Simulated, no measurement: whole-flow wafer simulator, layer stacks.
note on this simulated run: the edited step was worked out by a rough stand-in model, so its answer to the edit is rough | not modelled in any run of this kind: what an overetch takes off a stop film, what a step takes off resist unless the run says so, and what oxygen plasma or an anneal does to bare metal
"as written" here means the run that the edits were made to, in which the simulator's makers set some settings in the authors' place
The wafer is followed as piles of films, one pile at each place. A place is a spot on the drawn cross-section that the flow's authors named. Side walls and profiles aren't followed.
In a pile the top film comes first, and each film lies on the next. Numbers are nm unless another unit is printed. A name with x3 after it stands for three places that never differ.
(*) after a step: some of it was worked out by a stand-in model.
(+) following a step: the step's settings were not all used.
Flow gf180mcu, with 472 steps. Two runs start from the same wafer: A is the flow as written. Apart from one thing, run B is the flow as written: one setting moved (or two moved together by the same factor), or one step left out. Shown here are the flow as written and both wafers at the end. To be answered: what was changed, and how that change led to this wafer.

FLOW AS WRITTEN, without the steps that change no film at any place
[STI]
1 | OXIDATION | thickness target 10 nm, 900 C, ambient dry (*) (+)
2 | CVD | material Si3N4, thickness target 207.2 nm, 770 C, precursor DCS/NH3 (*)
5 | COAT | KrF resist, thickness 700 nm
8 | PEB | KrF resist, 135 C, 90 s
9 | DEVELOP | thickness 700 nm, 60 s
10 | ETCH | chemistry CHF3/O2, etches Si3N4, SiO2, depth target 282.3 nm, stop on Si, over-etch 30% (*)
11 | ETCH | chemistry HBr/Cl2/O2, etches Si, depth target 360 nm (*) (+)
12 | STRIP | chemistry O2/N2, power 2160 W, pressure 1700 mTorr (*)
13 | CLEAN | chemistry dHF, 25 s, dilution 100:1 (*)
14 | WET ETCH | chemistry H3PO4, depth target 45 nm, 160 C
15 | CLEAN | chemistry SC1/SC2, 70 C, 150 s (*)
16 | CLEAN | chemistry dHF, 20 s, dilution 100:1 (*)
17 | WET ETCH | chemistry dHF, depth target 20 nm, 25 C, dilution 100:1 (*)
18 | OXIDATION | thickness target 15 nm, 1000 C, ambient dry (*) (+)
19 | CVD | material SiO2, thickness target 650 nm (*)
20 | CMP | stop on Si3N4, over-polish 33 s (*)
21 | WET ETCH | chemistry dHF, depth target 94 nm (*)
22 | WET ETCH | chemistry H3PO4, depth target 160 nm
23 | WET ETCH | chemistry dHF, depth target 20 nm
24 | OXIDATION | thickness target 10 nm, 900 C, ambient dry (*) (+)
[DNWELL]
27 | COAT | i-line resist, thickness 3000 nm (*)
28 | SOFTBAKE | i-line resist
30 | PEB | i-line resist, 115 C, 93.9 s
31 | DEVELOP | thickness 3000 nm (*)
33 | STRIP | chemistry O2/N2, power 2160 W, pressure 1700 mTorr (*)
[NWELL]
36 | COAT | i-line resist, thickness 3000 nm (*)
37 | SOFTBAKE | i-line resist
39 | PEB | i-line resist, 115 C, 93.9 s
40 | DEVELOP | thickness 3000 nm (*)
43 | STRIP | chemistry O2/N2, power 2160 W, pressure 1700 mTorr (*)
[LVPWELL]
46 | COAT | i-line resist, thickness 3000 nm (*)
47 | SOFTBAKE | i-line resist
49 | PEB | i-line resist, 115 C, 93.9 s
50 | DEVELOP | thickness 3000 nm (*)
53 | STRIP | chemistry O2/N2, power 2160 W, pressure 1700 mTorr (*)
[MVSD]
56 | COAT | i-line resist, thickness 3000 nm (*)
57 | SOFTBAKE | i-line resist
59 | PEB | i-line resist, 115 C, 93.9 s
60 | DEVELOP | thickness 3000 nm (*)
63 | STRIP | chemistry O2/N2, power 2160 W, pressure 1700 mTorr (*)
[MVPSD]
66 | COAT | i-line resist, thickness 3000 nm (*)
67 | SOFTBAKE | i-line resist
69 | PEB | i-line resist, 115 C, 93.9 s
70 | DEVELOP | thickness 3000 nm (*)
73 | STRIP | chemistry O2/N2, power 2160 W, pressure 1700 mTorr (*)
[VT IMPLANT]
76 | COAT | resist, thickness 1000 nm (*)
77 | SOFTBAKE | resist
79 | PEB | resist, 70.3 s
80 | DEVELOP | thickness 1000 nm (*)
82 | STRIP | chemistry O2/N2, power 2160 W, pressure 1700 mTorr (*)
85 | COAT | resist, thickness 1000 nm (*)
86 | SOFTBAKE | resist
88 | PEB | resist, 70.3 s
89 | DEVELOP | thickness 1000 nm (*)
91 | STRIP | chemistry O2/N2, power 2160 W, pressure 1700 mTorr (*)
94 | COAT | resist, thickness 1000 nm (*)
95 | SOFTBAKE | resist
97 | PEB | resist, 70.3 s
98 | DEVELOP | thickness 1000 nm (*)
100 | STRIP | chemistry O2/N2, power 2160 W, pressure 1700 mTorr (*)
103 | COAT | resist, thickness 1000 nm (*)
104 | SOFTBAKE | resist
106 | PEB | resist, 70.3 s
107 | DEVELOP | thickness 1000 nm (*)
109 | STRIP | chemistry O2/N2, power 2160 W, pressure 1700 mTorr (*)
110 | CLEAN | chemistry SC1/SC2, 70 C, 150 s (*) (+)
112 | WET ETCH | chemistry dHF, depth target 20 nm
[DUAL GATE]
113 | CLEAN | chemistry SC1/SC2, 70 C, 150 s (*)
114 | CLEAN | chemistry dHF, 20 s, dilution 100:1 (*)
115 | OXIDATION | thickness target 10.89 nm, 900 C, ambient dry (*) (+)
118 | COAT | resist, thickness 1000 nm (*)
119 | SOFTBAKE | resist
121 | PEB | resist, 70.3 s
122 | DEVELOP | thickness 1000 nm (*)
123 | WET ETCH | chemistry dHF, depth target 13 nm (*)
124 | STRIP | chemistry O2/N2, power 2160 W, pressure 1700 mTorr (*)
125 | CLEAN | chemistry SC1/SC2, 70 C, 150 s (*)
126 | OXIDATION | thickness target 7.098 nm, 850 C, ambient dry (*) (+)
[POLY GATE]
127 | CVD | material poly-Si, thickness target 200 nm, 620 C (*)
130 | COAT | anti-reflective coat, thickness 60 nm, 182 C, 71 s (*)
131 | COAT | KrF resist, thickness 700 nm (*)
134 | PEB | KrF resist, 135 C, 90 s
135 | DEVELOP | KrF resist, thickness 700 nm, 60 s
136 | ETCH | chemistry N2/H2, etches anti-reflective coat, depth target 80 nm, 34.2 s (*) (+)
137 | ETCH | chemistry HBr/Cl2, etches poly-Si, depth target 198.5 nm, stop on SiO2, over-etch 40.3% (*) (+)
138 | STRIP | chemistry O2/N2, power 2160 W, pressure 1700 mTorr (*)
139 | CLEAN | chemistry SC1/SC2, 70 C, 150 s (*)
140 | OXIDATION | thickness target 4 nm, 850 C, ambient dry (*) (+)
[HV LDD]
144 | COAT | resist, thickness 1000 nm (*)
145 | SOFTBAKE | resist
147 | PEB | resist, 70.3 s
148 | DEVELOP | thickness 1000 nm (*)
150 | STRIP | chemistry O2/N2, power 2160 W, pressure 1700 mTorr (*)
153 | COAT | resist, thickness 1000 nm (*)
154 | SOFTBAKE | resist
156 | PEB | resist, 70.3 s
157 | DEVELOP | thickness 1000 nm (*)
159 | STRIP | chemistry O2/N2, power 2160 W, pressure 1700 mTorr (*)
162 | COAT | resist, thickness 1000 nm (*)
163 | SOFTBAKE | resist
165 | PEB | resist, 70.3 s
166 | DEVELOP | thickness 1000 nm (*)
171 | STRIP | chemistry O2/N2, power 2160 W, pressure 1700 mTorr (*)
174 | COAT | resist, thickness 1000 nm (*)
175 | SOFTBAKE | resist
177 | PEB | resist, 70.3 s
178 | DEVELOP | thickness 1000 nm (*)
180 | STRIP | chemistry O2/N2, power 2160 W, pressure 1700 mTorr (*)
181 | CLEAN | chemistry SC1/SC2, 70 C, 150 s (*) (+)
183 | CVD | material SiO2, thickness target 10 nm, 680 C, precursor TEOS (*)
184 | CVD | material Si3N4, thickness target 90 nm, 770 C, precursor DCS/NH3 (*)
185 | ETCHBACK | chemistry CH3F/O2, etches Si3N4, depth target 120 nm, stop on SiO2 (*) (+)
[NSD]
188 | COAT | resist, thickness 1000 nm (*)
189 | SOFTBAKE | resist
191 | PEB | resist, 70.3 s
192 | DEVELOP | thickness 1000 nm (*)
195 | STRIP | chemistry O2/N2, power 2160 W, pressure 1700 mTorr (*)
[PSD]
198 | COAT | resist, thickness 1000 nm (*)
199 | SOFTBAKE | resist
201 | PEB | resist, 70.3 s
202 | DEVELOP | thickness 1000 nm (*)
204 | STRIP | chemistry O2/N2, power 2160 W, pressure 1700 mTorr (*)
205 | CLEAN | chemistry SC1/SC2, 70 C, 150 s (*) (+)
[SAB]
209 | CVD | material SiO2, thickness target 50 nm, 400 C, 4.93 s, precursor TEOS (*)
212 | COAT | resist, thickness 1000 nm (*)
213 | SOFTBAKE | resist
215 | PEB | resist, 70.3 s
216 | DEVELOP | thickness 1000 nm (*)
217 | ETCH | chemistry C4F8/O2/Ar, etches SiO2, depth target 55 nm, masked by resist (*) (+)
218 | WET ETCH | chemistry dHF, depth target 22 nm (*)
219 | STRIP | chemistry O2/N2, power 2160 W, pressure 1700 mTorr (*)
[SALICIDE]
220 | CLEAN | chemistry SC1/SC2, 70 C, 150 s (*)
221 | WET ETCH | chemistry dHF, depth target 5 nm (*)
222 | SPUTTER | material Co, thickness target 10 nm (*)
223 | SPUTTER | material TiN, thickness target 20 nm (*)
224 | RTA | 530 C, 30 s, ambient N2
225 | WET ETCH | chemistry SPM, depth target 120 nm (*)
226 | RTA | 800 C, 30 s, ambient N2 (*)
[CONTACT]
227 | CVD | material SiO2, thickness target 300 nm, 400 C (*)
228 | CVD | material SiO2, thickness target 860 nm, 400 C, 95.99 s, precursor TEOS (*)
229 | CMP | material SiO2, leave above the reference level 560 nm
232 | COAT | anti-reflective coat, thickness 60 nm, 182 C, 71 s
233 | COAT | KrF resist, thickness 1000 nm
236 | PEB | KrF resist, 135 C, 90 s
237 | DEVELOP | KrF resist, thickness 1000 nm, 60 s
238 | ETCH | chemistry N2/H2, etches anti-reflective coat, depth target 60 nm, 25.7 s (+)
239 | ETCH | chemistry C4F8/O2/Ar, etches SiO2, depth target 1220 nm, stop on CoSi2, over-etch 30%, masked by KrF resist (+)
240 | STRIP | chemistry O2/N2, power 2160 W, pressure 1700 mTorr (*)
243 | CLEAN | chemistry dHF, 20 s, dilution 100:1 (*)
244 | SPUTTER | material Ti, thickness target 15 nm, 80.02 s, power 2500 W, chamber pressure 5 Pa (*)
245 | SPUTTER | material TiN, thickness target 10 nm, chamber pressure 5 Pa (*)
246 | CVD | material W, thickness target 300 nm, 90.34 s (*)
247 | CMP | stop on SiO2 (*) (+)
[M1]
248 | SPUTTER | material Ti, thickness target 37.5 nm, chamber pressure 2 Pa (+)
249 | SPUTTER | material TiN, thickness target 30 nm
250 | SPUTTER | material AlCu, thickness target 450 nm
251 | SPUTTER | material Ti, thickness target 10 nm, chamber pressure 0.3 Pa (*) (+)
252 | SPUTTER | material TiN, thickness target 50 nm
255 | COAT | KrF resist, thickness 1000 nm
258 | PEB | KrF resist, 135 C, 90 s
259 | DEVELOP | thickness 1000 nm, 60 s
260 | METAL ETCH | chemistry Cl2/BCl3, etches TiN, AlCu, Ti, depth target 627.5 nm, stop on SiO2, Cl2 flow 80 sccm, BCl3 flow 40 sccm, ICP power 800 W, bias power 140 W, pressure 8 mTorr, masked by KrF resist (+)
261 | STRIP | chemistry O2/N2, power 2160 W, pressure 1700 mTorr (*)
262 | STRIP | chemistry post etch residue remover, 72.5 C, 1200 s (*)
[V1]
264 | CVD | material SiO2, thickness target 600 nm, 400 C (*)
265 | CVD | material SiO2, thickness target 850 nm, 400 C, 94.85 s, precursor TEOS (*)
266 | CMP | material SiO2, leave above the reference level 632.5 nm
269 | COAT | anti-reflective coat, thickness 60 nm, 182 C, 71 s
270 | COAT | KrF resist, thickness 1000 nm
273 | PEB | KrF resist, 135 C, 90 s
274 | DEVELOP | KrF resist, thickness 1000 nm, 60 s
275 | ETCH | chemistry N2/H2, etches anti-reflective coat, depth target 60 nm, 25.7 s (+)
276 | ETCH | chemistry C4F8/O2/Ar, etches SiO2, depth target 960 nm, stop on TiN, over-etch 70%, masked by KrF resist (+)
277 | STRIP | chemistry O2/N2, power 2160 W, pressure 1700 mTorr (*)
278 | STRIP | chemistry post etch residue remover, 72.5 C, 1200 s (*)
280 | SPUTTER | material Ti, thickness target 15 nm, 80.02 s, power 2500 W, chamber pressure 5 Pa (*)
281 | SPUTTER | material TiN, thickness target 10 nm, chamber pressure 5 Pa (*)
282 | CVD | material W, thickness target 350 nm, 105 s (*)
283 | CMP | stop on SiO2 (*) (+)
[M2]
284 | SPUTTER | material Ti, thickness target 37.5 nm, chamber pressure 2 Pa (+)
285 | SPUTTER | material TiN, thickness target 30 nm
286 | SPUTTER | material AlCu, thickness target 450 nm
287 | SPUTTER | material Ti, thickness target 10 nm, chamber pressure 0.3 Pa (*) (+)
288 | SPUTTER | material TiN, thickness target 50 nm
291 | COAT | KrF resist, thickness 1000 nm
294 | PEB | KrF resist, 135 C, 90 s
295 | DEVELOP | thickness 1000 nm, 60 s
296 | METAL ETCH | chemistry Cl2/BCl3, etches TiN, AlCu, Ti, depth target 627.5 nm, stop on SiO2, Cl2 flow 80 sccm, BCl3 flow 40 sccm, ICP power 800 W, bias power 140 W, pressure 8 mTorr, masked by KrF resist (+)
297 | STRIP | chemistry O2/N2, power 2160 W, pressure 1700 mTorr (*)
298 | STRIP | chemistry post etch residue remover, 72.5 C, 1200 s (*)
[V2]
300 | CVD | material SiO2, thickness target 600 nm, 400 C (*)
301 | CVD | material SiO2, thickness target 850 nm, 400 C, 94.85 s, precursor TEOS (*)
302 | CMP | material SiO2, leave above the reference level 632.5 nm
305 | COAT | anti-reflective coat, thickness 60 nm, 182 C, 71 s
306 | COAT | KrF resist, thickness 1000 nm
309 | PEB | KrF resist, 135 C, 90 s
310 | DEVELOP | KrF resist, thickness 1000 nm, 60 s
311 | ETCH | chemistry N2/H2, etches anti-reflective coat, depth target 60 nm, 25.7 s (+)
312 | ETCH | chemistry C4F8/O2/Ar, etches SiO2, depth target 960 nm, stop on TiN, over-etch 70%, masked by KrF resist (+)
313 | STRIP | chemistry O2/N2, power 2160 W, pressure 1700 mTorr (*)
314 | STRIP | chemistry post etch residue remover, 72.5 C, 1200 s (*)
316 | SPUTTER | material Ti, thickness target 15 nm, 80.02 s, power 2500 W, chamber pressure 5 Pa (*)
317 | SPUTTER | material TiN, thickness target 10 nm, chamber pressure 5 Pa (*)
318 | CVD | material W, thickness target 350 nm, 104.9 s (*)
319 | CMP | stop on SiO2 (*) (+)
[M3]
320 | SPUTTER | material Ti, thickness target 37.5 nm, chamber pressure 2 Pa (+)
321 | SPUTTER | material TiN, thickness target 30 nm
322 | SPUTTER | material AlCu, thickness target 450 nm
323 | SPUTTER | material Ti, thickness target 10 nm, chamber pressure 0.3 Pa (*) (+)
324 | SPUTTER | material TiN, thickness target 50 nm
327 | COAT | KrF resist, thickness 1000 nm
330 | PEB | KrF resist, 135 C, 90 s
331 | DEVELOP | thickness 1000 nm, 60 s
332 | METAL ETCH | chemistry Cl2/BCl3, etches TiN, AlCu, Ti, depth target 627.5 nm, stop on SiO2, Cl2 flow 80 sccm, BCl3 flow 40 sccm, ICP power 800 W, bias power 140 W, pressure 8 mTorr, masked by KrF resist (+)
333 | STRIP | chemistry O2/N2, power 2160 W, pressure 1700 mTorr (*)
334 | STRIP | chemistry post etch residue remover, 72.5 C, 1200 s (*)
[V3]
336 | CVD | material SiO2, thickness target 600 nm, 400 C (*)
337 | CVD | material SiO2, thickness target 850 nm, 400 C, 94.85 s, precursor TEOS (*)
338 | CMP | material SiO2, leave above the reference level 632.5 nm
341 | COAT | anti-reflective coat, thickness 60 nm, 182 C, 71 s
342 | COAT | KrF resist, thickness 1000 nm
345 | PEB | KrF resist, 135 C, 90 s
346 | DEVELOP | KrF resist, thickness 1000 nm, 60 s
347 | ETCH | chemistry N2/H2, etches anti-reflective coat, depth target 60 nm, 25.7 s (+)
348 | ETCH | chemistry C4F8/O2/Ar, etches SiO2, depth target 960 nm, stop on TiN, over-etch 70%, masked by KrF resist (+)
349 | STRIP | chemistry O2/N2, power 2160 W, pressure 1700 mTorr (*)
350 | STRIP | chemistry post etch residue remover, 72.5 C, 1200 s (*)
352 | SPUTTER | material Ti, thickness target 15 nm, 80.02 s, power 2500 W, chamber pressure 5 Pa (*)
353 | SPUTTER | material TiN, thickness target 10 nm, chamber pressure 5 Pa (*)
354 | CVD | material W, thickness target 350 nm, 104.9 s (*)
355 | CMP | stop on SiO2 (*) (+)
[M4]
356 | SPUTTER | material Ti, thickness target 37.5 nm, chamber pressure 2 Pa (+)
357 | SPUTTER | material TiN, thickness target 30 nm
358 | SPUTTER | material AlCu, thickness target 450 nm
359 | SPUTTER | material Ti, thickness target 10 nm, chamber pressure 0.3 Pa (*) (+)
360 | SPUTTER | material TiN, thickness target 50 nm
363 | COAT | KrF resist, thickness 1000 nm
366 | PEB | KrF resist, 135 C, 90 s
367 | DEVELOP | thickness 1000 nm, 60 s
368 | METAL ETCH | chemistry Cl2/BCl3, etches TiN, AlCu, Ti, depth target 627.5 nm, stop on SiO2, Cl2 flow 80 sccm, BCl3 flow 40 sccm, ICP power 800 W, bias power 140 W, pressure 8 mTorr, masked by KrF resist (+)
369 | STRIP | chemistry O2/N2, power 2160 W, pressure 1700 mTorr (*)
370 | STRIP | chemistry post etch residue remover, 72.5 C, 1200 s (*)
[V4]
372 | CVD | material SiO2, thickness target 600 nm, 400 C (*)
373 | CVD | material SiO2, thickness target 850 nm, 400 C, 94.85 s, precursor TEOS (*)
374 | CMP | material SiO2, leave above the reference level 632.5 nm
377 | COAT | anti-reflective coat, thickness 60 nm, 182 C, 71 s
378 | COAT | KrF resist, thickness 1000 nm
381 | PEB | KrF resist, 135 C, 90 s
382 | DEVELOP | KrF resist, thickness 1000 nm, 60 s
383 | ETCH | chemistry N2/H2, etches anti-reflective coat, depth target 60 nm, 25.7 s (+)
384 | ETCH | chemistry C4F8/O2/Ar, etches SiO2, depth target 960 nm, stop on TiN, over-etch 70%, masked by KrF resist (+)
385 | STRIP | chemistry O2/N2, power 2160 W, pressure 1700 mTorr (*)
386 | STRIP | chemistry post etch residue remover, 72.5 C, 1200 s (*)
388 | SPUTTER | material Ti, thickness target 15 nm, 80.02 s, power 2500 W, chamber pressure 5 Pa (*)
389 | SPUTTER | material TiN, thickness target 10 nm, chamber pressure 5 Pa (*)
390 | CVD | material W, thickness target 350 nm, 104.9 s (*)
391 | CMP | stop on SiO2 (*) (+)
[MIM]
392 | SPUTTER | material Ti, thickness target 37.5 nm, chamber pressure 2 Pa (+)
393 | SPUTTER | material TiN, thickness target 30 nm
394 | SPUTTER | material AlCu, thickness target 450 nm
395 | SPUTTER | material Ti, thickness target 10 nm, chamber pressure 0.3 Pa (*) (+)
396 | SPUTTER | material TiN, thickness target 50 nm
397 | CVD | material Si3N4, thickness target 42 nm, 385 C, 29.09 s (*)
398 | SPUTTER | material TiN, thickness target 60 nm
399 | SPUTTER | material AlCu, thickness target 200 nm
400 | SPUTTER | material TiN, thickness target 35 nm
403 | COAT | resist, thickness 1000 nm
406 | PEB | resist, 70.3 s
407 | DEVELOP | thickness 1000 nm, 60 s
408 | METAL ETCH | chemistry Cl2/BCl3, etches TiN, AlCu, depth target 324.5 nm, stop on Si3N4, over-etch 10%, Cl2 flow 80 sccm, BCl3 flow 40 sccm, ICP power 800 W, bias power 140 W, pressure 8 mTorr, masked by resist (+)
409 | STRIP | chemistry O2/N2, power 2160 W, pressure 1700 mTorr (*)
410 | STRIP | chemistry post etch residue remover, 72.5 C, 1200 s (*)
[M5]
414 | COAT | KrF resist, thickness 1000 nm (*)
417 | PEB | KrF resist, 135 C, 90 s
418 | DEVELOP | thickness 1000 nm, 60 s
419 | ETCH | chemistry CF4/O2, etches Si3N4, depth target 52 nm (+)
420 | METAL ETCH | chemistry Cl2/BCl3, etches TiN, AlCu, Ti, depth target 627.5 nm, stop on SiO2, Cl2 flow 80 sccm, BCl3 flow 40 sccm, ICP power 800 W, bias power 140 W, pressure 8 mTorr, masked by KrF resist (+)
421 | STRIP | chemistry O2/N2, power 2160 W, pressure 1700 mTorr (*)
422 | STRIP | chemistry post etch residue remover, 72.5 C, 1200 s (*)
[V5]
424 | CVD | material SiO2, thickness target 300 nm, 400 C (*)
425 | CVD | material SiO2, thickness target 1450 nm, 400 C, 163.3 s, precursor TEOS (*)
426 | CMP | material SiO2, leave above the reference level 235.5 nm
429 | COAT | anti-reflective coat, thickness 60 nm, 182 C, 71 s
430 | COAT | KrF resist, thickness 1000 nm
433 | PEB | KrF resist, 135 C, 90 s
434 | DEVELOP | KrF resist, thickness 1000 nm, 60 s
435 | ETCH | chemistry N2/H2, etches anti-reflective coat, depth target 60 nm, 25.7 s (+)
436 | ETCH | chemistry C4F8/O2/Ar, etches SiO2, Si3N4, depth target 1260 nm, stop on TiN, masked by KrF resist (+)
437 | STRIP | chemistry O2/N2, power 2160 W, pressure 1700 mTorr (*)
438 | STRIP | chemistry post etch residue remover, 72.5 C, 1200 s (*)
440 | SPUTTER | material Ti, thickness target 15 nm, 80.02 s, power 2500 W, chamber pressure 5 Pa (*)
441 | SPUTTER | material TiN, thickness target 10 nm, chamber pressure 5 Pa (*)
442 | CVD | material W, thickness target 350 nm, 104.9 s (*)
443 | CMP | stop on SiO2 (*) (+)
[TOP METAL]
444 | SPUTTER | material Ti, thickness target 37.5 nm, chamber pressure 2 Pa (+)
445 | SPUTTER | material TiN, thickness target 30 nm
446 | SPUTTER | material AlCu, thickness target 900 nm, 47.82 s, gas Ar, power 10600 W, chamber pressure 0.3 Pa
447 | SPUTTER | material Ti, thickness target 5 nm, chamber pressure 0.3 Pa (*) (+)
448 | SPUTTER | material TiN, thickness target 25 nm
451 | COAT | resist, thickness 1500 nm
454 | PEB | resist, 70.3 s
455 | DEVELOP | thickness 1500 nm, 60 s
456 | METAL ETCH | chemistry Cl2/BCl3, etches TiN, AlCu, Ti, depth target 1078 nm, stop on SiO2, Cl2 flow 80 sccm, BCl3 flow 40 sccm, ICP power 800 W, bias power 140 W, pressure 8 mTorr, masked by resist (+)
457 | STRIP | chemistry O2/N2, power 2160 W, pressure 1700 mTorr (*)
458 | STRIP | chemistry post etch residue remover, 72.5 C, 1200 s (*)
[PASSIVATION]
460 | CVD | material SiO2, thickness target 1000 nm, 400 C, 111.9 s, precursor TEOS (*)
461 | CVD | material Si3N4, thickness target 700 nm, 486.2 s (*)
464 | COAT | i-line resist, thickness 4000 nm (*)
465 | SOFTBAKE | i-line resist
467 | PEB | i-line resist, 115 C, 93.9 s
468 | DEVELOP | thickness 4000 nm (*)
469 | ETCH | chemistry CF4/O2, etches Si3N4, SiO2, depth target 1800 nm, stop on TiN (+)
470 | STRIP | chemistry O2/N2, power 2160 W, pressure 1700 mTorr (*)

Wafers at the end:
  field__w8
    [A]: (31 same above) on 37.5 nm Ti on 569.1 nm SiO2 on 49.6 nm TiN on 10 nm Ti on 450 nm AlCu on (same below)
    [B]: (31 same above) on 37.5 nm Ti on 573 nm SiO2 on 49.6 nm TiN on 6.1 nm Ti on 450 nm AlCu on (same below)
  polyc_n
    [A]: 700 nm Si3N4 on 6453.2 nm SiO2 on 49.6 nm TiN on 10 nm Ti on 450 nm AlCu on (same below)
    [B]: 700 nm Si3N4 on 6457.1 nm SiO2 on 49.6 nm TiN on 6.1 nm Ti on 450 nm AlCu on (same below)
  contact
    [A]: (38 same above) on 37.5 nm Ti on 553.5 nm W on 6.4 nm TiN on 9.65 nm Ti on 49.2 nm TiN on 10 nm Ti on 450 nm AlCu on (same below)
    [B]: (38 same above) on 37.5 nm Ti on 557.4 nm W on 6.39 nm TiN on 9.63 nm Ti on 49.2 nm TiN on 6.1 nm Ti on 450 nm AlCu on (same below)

What caused this: step 251, SPUTTER: thickness target 6.1 nm was run, while the flow as written has thickness target 10 nm.
One can read it off the wafer: field__w8 has Ti 6.1, and step 251 as written asks for 10 nm.

How this came from the change, step by step:
  251 | SPUTTER | material Ti, thickness target 10 nm, chamber pressure 0.3 Pa (*) (+)
      field, field__w1, field__w2 and 108 more: A +10 Ti (new film) | B +6.1 Ti (new film)
  260 | METAL ETCH | chemistry Cl2/BCl3, etches TiN, AlCu, Ti, depth target 627.5 nm, stop on SiO2, Cl2 flow 80 sccm, BCl3 flow 40 sccm, ICP power 800 W, bias power 140 W, pressure 8 mTorr, masked by KrF resist (+)
      field, field__w1, field__w2 and 99 more: A -50 TiN (all of it), -10 Ti (all of it), -450 AlCu (all of it), -30 TiN (all of it), -37.5 Ti (all of it) | B -50 TiN (all of it), -6.1 Ti (all of it), -450 AlCu (all of it), -30 TiN (all of it), -37.5 Ti (all of it)
